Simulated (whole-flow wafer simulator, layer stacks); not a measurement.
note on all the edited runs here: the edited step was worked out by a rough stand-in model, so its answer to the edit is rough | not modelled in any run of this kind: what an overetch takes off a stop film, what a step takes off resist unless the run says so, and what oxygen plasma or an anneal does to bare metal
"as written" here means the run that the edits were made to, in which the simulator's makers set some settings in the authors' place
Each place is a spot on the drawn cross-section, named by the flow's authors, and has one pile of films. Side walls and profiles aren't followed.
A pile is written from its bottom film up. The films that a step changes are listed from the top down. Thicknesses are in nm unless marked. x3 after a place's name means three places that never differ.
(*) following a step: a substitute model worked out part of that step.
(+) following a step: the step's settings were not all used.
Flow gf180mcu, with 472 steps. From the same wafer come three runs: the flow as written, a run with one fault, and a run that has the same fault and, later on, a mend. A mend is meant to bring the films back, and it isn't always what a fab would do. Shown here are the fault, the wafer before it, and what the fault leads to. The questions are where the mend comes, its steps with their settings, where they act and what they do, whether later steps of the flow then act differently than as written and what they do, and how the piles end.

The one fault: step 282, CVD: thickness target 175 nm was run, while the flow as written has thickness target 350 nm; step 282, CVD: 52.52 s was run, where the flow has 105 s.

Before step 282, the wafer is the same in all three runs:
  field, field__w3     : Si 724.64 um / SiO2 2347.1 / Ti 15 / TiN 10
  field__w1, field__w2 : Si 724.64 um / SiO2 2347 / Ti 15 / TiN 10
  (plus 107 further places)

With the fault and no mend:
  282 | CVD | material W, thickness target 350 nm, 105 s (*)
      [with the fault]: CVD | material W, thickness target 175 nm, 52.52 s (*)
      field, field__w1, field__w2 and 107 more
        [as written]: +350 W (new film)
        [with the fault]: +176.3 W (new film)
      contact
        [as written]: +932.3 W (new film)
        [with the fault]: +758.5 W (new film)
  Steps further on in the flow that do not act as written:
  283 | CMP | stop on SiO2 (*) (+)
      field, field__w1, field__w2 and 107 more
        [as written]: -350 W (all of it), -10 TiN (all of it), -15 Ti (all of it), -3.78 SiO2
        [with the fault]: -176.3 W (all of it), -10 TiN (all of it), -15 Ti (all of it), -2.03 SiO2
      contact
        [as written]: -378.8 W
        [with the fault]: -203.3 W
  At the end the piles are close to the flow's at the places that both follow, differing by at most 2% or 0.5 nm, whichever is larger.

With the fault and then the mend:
  After step 282 comes the mend.
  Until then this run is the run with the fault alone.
  282a | CVD | material W, thickness target 175 nm, 52.52 s (a further turn of the flow's step 282, with different settings)
      field, field__w1, field__w2 and 108 more
        +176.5 W
  None of the later steps of the flow differs from how it acts as written, at any place that is followed, by more than 2% or 0.5 nm, whichever is larger.
  At the end the piles are close to the flow's at the places that both follow, differing by at most 2% or 0.5 nm, whichever is larger.
